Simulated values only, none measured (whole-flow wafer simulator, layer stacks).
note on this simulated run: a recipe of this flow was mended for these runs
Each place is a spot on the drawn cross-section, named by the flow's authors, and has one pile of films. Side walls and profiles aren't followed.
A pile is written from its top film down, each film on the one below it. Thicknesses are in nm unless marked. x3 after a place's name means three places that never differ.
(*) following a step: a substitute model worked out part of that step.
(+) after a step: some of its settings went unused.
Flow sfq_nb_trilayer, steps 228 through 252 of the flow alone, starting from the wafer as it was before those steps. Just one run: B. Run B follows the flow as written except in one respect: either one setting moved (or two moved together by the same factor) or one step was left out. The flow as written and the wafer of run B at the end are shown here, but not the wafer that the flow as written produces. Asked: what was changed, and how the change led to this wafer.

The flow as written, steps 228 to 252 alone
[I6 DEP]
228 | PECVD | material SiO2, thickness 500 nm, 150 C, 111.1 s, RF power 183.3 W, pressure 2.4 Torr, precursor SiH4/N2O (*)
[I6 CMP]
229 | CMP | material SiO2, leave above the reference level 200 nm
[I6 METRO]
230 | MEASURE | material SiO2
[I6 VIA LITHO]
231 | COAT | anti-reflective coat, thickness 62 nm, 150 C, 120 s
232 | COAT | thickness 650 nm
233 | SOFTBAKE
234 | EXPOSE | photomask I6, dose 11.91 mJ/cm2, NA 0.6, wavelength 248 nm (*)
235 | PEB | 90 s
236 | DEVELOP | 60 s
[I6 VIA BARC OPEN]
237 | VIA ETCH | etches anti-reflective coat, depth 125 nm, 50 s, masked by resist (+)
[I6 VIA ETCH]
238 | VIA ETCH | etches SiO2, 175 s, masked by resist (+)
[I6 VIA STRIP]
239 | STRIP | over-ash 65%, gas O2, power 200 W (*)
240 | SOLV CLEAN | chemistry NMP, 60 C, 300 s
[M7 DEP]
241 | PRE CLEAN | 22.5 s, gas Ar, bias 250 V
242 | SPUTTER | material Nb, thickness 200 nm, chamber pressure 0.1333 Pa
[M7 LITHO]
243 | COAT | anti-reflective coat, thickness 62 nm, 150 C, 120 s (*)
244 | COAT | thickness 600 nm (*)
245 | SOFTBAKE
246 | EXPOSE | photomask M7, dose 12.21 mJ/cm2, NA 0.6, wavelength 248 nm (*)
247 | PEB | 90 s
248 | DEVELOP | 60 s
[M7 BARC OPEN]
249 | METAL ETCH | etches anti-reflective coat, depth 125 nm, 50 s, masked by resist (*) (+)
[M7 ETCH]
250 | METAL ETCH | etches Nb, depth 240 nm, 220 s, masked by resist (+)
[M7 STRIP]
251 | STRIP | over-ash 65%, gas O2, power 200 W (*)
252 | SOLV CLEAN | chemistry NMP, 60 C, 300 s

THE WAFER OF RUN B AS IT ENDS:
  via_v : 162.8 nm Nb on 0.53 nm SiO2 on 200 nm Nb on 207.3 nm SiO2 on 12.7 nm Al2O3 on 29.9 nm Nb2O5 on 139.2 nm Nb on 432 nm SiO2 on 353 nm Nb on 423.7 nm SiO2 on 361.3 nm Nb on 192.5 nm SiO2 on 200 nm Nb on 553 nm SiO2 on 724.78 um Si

What caused this: step 238, VIA ETCH: 129 s was run, while the flow as written has 175 s.

Step by step, how the change led to this:
  238 | VIA ETCH | etches SiO2, 175 s, masked by resist (+)
      via_v: -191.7 SiO2 (it would be, as written: -199.7 SiO2 (all of it), -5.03 Nb)
      field_l, v_sur, via_wl and 102 more: -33 KrF-resist-other-grade (it would be, as written: -44.8 KrF-resist-other-grade)
  239 | STRIP | over-ash 65%, gas O2, power 200 W (*)
      field_l, v_sur, via_wl and 102 more: -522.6 KrF-resist-other-grade (all of it), -62 anti-reflective coat (all of it) (it would be, as written: -510.8 KrF-resist-other-grade (all of it), -62 anti-reflective coat (all of it))
  241 | PRE CLEAN | 22.5 s, gas Ar, bias 250 V
      via_v: -7.5 SiO2 (it would be, as written: -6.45 Nb)
  242 | SPUTTER | material Nb, thickness 200 nm, chamber pressure 0.1333 Pa
      via_v: +162.8 Nb (new film) (it would be, as written: +159.9 Nb)
  243 | COAT | anti-reflective coat, thickness 62 nm, 150 C, 120 s (*)
      via_wr: +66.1 anti-reflective coat (new film) (it would be, as written: +68.5 anti-reflective coat (new film))
      via_sp: +38.8 anti-reflective coat (new film) (it would be, as written: +41.7 anti-reflective coat (new film))
      (as well as at 3 more places)
  251 | STRIP | over-ash 65%, gas O2, power 200 W (*)
      via_wr: -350 KrF-resist-other-grade (all of it), -66.1 anti-reflective coat (all of it) (it would be, as written: -348.3 KrF-resist-other-grade (all of it), -68.5 anti-reflective coat (all of it))
      via_sp: -366.3 KrF-resist-other-grade (all of it), -38.8 anti-reflective coat (all of it) (it would be, as written: -364.2 KrF-resist-other-grade (all of it), -41.7 anti-reflective coat (all of it))
      (as well as at 3 more places)
If metal films that touch count as one body, via_v has 6 bodies (between them, from the top down: SiO2 0.53; SiO2 207.3 / Al2O3 12.7 / Nb2O5 29.9; SiO2 432; SiO2 423.7; SiO2 192.5); the flow as written gives 5 bodies (between them, from the top down: SiO2 207.3 / Al2O3 12.7 / Nb2O5 29.9; SiO2 432; SiO2 423.7; SiO2 192.5).
